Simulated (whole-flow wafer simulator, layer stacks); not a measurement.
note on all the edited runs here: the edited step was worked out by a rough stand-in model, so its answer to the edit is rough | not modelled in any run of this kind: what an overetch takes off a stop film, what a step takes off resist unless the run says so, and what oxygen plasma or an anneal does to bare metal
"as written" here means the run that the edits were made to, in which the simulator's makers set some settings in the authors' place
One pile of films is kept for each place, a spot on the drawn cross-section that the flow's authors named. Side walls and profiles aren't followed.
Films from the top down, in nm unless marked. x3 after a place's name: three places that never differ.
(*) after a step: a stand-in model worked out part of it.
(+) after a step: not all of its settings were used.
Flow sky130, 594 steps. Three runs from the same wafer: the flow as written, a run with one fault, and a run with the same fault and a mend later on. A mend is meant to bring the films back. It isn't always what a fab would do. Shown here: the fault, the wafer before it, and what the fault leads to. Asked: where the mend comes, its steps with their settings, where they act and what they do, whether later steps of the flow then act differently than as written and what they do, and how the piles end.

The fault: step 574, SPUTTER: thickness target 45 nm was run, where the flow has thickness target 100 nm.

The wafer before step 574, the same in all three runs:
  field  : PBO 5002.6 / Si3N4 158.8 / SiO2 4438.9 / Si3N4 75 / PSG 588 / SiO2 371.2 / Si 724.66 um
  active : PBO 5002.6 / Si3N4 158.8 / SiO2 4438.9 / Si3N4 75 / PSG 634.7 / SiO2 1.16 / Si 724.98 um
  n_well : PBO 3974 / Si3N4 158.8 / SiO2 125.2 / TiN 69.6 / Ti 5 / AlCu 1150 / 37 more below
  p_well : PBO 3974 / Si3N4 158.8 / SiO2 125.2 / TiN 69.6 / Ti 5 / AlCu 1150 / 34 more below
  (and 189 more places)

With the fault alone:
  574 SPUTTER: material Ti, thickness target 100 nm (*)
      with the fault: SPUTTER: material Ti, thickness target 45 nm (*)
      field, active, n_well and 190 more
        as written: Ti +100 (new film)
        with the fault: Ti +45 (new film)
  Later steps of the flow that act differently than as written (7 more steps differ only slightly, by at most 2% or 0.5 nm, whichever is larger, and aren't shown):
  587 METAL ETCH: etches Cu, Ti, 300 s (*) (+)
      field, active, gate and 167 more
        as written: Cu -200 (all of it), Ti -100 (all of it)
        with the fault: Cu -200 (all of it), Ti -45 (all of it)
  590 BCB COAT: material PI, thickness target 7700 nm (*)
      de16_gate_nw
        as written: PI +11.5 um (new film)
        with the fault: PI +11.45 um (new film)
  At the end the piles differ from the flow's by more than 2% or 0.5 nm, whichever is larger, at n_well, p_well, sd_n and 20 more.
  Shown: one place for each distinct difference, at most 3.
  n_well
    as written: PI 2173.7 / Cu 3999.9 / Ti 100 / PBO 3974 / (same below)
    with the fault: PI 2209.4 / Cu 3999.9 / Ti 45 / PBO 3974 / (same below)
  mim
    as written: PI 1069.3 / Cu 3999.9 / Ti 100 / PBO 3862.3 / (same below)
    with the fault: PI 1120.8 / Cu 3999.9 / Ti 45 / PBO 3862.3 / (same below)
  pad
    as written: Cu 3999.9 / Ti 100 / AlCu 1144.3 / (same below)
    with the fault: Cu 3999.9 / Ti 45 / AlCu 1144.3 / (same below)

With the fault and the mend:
  The mend comes after step 574.
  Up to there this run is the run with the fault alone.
  574a SPUTTER: material Ti, thickness target 55 nm (*) (the flow's step 574 once more, with other settings)
      field, active, n_well and 190 more
        Ti +55
  No later step of the flow acts differently than as written at any place that is followed.
  At the end the piles are the same as the flow's at every place that both follow.
